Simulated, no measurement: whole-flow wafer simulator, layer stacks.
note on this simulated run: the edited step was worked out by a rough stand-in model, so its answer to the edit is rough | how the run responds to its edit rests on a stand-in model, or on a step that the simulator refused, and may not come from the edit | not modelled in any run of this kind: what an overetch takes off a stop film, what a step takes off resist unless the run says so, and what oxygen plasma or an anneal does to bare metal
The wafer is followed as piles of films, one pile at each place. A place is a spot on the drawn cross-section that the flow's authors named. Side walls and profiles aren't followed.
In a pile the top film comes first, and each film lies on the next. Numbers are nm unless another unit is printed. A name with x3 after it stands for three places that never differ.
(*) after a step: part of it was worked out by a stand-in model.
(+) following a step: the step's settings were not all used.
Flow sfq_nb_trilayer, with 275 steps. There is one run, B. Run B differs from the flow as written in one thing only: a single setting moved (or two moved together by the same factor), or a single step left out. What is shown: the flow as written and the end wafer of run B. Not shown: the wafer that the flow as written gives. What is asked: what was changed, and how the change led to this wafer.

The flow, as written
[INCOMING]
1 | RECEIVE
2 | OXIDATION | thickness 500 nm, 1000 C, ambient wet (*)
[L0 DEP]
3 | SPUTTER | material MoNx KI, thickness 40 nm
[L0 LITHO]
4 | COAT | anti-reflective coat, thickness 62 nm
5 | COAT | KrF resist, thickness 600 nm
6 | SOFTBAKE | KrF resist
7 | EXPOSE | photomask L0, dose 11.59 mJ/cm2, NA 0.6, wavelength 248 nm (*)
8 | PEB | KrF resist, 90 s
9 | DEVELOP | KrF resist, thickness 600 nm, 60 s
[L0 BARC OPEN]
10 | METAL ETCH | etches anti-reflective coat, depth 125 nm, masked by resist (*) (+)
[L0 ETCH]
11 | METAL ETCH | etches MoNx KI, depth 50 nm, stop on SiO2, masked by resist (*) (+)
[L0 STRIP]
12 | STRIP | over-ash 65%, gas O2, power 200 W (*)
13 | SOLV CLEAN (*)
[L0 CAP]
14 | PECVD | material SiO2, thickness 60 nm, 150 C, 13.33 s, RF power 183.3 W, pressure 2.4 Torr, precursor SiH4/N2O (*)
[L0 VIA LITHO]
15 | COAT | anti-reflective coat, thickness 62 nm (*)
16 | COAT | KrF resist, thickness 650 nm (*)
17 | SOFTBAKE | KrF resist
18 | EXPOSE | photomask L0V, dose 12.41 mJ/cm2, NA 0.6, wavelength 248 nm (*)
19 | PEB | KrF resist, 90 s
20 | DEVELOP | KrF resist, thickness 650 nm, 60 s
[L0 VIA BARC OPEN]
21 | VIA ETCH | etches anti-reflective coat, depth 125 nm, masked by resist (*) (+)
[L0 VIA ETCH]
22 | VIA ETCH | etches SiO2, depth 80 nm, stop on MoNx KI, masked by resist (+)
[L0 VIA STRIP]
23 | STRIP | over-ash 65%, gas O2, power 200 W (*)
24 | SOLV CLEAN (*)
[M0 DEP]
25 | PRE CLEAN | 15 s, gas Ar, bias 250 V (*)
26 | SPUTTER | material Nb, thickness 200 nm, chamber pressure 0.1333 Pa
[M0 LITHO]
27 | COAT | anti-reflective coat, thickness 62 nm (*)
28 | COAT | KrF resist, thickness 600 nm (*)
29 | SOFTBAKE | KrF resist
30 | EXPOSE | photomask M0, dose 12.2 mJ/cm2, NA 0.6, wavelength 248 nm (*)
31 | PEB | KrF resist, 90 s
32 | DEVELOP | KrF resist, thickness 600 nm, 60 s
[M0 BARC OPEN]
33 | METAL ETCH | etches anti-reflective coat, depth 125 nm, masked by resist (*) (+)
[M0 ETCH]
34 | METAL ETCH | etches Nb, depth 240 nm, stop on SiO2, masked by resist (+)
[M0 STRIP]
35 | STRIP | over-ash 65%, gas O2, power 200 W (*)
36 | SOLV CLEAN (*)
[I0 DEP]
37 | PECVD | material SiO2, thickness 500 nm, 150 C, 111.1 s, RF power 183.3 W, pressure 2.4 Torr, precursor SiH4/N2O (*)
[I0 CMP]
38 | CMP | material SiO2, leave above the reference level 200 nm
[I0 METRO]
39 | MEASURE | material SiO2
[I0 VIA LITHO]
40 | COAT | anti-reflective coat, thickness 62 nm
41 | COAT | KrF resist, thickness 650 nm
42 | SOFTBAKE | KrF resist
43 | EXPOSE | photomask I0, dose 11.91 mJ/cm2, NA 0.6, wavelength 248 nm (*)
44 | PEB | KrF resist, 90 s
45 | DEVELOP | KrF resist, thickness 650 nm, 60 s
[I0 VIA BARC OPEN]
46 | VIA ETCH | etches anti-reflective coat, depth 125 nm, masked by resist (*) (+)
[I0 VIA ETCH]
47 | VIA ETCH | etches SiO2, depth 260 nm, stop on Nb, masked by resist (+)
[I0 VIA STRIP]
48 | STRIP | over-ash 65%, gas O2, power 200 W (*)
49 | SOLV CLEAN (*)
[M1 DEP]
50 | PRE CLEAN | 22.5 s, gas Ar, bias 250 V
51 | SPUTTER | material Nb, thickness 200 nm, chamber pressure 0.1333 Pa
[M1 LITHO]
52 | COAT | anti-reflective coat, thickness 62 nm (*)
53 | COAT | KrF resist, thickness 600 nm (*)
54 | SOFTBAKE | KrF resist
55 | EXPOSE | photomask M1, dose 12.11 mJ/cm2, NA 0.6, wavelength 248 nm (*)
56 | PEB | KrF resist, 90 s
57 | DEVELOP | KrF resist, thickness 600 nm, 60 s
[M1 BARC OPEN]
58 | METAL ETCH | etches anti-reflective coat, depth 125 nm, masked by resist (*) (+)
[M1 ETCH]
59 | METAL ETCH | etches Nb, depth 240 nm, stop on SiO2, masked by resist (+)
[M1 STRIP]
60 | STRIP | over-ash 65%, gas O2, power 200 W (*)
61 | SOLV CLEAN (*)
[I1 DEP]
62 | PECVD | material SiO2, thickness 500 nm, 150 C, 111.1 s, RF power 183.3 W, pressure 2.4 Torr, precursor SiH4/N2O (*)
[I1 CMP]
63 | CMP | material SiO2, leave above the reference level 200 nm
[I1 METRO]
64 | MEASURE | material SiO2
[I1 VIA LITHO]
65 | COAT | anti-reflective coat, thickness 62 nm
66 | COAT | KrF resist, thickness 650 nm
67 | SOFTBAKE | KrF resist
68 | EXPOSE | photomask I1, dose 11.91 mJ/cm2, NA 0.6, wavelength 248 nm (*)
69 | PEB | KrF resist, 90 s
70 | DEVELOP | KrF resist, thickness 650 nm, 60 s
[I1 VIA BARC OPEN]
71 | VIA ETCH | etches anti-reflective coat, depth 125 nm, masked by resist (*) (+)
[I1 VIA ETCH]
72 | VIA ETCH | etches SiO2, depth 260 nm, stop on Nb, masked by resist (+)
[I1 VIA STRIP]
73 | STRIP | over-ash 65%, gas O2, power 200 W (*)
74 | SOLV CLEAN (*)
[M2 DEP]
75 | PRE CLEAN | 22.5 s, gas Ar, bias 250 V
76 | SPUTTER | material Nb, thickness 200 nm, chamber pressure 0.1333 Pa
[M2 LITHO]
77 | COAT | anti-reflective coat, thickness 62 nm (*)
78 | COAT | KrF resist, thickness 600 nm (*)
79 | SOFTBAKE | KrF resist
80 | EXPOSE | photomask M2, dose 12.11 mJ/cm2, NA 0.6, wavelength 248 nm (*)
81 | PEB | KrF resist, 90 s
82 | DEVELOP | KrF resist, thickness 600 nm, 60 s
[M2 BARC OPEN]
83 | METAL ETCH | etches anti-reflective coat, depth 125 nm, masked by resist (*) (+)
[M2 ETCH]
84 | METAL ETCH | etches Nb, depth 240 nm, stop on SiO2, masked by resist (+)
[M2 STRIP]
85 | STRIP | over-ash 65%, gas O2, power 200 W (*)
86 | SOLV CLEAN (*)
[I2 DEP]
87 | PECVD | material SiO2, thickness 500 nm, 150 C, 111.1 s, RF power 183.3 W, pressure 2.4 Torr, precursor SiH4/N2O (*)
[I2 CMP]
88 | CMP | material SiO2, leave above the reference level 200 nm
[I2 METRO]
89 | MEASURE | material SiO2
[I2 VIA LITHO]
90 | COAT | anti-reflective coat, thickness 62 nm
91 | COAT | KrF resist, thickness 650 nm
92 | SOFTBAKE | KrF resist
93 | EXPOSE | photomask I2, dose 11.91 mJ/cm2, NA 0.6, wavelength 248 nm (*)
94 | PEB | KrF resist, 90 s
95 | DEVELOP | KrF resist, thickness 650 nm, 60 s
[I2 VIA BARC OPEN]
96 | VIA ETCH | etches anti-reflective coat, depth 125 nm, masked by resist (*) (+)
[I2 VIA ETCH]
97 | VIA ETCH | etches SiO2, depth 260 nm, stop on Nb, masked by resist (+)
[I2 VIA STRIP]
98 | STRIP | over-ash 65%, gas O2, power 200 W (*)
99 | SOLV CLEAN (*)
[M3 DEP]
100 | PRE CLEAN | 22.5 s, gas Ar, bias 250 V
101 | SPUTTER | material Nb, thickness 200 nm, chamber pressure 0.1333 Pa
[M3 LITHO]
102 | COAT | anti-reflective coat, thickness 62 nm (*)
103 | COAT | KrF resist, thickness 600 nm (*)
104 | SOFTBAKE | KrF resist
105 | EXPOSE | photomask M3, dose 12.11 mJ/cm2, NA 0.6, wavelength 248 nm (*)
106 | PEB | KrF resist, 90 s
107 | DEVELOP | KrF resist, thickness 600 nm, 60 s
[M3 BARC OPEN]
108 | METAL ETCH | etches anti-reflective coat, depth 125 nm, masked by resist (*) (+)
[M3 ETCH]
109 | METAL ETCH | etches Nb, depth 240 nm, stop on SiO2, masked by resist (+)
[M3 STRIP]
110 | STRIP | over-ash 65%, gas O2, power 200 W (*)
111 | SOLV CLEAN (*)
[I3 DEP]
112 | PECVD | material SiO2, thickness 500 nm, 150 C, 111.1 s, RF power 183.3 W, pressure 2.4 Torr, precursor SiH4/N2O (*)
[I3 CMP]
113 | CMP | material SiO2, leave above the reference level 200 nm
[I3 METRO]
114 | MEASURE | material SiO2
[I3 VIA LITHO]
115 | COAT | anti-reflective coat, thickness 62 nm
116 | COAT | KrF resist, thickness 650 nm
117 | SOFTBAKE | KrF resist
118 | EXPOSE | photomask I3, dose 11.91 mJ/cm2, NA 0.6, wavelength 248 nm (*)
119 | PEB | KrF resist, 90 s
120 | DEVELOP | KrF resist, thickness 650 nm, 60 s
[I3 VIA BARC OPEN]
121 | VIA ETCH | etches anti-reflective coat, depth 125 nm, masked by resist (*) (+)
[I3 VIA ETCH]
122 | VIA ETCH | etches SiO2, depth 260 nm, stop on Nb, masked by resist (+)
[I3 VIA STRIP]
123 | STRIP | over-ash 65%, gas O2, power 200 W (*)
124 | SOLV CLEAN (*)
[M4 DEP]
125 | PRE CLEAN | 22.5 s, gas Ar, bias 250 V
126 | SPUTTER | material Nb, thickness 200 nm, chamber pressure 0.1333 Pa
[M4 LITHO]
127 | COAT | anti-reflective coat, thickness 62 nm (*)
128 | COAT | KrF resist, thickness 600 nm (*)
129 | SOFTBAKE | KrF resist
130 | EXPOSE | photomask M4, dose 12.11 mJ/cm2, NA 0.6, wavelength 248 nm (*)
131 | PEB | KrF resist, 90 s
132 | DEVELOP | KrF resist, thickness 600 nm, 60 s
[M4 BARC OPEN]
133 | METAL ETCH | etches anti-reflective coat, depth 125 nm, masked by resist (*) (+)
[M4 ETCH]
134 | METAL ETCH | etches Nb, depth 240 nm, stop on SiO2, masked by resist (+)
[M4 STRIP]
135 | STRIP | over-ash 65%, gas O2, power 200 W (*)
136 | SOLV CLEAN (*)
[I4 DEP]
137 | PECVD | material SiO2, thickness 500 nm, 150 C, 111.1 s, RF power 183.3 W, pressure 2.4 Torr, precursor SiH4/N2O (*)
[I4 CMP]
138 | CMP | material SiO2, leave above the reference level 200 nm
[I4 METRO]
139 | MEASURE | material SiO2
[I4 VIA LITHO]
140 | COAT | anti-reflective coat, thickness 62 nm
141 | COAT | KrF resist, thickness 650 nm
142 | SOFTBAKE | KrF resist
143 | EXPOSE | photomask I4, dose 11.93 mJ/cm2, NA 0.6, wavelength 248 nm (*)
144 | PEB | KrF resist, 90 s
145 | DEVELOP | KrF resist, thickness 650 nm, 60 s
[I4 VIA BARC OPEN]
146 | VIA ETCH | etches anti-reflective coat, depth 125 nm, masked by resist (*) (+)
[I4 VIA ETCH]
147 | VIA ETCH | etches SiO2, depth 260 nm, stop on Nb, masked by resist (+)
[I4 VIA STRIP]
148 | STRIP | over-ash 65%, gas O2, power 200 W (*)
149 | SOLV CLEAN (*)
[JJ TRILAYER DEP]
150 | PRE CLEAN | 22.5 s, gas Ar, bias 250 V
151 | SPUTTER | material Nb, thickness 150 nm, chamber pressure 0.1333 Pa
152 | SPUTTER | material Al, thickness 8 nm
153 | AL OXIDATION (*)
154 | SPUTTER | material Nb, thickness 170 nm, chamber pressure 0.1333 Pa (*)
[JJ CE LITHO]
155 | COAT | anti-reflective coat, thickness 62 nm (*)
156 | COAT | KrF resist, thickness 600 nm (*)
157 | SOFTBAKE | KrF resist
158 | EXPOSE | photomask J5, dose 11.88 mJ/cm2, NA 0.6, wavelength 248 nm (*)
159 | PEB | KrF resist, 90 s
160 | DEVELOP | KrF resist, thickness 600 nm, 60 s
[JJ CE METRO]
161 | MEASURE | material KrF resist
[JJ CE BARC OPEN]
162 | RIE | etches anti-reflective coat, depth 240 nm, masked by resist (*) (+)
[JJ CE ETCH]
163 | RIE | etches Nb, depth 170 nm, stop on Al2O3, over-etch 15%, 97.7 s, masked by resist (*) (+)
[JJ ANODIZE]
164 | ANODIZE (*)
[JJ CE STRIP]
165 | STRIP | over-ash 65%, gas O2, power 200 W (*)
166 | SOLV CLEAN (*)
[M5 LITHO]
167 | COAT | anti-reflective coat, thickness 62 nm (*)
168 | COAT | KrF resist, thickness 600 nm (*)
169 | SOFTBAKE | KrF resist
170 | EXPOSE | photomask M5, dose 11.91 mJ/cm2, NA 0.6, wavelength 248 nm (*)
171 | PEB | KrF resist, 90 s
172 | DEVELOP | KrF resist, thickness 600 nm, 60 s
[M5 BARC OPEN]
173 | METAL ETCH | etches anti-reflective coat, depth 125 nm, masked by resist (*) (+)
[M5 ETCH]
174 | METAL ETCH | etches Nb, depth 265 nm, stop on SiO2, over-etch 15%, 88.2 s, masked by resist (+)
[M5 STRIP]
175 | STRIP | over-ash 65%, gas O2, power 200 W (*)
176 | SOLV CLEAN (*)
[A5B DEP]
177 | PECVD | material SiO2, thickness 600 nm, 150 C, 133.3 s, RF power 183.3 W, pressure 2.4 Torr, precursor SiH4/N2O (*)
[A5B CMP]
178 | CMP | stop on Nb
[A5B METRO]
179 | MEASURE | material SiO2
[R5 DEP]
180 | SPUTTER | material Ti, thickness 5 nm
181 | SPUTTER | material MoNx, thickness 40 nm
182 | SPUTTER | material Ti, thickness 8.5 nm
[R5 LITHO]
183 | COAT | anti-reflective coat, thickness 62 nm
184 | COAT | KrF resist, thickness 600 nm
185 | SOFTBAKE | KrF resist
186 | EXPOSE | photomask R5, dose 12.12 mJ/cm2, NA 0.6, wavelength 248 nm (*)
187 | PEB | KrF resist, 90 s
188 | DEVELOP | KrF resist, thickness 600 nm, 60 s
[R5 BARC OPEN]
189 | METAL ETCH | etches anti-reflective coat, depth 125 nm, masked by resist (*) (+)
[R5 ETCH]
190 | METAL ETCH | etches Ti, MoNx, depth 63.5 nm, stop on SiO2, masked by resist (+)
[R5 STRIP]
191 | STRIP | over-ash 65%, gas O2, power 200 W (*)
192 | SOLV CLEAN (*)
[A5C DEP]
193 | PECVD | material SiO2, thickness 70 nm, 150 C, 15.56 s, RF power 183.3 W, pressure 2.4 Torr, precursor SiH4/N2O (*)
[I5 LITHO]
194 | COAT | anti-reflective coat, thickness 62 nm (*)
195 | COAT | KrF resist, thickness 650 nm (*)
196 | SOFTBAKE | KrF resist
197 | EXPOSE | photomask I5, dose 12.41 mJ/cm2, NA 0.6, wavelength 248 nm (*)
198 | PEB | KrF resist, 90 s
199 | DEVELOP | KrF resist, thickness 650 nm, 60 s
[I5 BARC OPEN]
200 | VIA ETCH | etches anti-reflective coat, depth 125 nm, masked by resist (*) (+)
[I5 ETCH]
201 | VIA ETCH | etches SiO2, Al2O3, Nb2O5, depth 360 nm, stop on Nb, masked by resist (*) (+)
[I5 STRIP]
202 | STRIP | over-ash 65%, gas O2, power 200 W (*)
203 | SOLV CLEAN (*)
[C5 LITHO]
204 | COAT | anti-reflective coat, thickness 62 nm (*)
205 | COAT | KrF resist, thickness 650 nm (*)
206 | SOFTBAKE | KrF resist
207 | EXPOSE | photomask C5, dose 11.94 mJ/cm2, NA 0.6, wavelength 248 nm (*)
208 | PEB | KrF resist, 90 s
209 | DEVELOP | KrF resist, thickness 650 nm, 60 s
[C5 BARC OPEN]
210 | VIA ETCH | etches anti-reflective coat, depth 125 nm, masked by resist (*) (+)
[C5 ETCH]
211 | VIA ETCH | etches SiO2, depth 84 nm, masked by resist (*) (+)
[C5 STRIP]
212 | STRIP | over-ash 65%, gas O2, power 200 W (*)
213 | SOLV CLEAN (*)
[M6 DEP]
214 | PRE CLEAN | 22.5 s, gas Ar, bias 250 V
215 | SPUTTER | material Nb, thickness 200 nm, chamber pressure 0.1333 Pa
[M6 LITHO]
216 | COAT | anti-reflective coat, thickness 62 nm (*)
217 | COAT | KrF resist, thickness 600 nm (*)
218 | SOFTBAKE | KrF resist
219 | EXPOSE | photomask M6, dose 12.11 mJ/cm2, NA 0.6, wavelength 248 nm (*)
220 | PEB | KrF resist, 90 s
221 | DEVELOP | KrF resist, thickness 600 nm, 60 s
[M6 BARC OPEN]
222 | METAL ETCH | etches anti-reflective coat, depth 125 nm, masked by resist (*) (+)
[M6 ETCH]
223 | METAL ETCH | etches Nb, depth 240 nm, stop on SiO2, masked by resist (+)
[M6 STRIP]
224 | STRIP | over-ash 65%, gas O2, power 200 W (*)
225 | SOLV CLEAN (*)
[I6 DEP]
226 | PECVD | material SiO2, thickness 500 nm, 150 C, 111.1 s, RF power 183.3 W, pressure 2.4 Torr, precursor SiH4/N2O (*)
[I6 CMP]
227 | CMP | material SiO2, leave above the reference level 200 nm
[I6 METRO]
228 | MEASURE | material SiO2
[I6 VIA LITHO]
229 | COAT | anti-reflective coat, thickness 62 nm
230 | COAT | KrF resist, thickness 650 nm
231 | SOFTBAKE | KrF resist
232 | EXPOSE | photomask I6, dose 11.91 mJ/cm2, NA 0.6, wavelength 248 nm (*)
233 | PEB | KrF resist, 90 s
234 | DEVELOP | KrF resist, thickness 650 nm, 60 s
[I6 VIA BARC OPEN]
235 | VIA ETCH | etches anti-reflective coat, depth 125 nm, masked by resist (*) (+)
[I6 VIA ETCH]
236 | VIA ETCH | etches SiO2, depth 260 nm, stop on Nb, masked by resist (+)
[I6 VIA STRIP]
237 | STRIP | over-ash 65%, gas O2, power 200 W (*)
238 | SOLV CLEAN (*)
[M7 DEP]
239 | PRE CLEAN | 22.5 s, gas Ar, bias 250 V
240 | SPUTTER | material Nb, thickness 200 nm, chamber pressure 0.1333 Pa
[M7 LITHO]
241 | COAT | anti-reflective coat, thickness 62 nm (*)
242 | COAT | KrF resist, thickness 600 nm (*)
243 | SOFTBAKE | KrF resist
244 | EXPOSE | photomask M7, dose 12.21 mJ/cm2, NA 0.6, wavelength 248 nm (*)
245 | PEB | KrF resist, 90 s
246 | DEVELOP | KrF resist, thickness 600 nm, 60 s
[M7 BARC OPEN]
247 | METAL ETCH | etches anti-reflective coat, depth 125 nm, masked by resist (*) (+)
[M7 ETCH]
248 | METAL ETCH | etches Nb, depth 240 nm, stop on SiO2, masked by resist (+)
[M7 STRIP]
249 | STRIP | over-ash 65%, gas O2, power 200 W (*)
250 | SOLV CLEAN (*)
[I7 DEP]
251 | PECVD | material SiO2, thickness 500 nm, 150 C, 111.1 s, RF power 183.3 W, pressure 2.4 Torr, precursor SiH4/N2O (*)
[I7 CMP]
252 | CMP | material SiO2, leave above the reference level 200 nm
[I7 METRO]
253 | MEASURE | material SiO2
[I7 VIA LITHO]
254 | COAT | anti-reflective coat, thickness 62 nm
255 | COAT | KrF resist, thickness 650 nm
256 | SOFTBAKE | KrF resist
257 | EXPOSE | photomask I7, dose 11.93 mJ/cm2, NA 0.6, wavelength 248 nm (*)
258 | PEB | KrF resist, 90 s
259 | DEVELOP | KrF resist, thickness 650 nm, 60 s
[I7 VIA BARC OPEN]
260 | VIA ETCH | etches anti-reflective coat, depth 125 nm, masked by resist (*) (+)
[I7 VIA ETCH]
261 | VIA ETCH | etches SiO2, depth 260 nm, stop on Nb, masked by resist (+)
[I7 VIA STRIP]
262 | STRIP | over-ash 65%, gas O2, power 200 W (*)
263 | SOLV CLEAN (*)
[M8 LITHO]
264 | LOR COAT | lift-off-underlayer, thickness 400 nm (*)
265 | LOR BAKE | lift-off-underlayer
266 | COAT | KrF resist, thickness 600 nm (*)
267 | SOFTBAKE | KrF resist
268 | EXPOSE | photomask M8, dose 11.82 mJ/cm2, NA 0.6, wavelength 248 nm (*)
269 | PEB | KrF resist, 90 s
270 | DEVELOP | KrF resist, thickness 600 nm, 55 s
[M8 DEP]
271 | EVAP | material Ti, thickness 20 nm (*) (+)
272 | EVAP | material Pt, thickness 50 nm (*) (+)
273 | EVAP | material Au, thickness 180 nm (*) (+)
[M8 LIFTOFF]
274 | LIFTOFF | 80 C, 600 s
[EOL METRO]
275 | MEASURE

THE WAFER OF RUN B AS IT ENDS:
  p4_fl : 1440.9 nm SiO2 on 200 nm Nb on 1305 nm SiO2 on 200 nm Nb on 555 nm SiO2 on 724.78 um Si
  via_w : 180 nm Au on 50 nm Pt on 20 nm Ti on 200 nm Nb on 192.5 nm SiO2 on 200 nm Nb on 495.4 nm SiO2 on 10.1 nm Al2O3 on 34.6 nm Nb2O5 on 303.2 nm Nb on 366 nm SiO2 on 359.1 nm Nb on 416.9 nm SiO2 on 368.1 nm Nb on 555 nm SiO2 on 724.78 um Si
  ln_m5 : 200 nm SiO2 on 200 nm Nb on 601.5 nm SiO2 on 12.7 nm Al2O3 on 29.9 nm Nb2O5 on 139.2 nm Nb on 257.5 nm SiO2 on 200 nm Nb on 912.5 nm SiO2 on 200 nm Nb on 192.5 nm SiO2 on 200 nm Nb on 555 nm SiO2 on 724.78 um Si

The reason: step 112, PECVD: thickness 335 nm was run, though the flow has thickness 500 nm; step 112, PECVD: 74.44 s was run, where the flow has 111.1 s.

The path from the change to this, step by step:
  112 | PECVD | material SiO2, thickness 500 nm, 150 C, 111.1 s, RF power 183.3 W, pressure 2.4 Torr, precursor SiH4/N2O (*)
      field_l, be, be_sur and 64 more: +335 SiO2 (as written it would have been: +500 SiO2)
      v_sur, via_wl, via_wr and 27 more: +335 SiO2 (new film) (as written it would have been: +500 SiO2 (new film))
      (as well as at 9 more places)
  113 | CMP | material SiO2, leave above the reference level 200 nm
      field_l, be, be_sur and 64 more: nothing (as written it would have been: -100 SiO2)
      p4_g1, p4_g2, p3_s0, p3_s1, p3_s2, p3_s3, p3_s4, p3_s5: nothing (as written it would have been: -157.1 SiO2)
      (as well as at 31 more places)
  115 | COAT | anti-reflective coat, thickness 62 nm
      m0r_line_l, m0r_line_r, m6r_line_l, m6r_line_r, m7r_line_l, m7r_line_r: +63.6 anti-reflective coat (new film) (as written it would have been: +62 anti-reflective coat (new film))
      m0r_space_l, m0r_space_r, m6r_space_l, m6r_space_r, m7r_space_l, m7r_space_r: +71.3 anti-reflective coat (new film) (as written it would have been: +62 anti-reflective coat (new film))
      (as well as at 72 more places)
  116 | COAT | KrF resist, thickness 650 nm
      p4_fm, wl_g_sl: +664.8 KrF resist (new film) (as written it would have been: +650 KrF resist (new film))
      p3_l2, p3_l3: +632.2 KrF resist (new film) (as written it would have been: +650 KrF resist (new film))
      (as well as at 29 more places)
  120 | DEVELOP | KrF resist, thickness 650 nm, 60 s
      via_v: -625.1 KrF resist (all of it) (as written it would have been: -648.6 KrF resist (all of it))
  121 | VIA ETCH | etches anti-reflective coat, depth 125 nm, masked by resist (*) (+)
      field_l, v_sur, via_wl and 102 more: -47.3 KrF resist (as written it would have been: -51.7 KrF resist)
      via_v: -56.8 anti-reflective coat (all of it), -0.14 SiO2 (as written it would have been: -62 anti-reflective coat (all of it), -0.16 SiO2)
  123 | STRIP | over-ash 65%, gas O2, power 200 W (*)
      m0r_line_l, m0r_line_r, m6r_line_l, m6r_line_r, m7r_line_l, m7r_line_r: -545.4 KrF resist (all of it), -63.6 anti-reflective coat (all of it) (as written it would have been: -528.6 KrF resist (all of it), -62 anti-reflective coat (all of it))
      m0r_space_l, m0r_space_r, m6r_space_l, m6r_space_r, m7r_space_l, m7r_space_r: -540.2 KrF resist (all of it), -71.3 anti-reflective coat (all of it) (as written it would have been: -528.6 KrF resist (all of it), -62 anti-reflective coat (all of it))
      (as well as at 73 more places)
  126 | SPUTTER | material Nb, thickness 200 nm, chamber pressure 0.1333 Pa
      via_w: +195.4 Nb (new film) (as written it would have been: +200 Nb (new film))
  127 | COAT | anti-reflective coat, thickness 62 nm (*)
      p3_fr, wl_g_sr, m0r_space_l, m6r_space_l, m7r_space_l: +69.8 anti-reflective coat (new film) (as written it would have been: +62 anti-reflective coat (new film))
      m0r_line_r, m5r_line_l, m5r_line_r, m6r_line_r, m7r_line_r: +63.5 anti-reflective coat (new film) (as written it would have been: +62 anti-reflective coat (new film))
      (as well as at 74 more places)
  128 | COAT | KrF resist, thickness 600 nm (*)
      p4_g1, p3_s5: +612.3 KrF resist (new film) (as written it would have been: +600 KrF resist (new film))
      wl_c_sr, wl_e_m5: +586.2 KrF resist (new film) (as written it would have been: +600 KrF resist (new film))
      (as well as at 37 more places)
  132 | DEVELOP | KrF resist, thickness 600 nm, 60 s
      p3_s2, p3_s3: -612.2 KrF resist (all of it) (as written it would have been: -598.7 KrF resist (all of it))
      m5r_linepad_l, m5r_linepad_r: -585.1 KrF resist (all of it) (as written it would have been: -598.7 KrF resist (all of it))
      (as well as at 16 more places)
  133 | METAL ETCH | etches anti-reflective coat, depth 125 nm, masked by resist (*) (+)
      v_sur, via_wl, via_w and 36 more: -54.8 KrF resist (as written it would have been: -51.7 KrF resist)
      p3_fr, wl_g_sr, m0r_space_l, m6r_space_l, m7r_space_l: -69.8 anti-reflective coat (all of it) (as written it would have been: -62 anti-reflective coat (all of it))
      (as well as at 43 more places)
  135 | STRIP | over-ash 65%, gas O2, power 200 W (*)
      wl_a_sr, wl_b_sl: -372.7 KrF resist (all of it), -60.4 anti-reflective coat (all of it) (as written it would have been: -382.4 KrF resist (all of it), -62 anti-reflective coat (all of it))
      v_sur: -349.5 KrF resist (all of it), -48.7 anti-reflective coat (all of it) (as written it would have been: -379.9 KrF resist (all of it), -61.4 anti-reflective coat (all of it))
      (as well as at 33 more places)
  137 | PECVD | material SiO2, thickness 500 nm, 150 C, 111.1 s, RF power 183.3 W, pressure 2.4 Torr, precursor SiH4/N2O (*)
      p3_s0, p3_s1, p3_s2, p3_s3, p3_s4, p3_s5: +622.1 SiO2 (as written it would have been: +557.1 SiO2)
  138 | CMP | material SiO2, leave above the reference level 200 nm
      field_l, be, be_sur and 55 more: -35 SiO2 (as written it would have been: -100 SiO2)
      ln_m5, lsp_m, ln_m6, p4_fl, p4_fm, p4_g1, p4_g2, p4_fr: -235 SiO2 (as written it would have been: -300 SiO2)
      (as well as at 4 more places)
  147 | VIA ETCH | etches SiO2, depth 260 nm, stop on Nb, masked by resist (+)
      via_w: -260 SiO2 (as written it would have been: -199.8 SiO2 (all of it))
  ... 14 other steps ...
  178 | CMP | stop on Nb
      via_w: -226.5 SiO2 (as written it would have been: -235.2 SiO2)
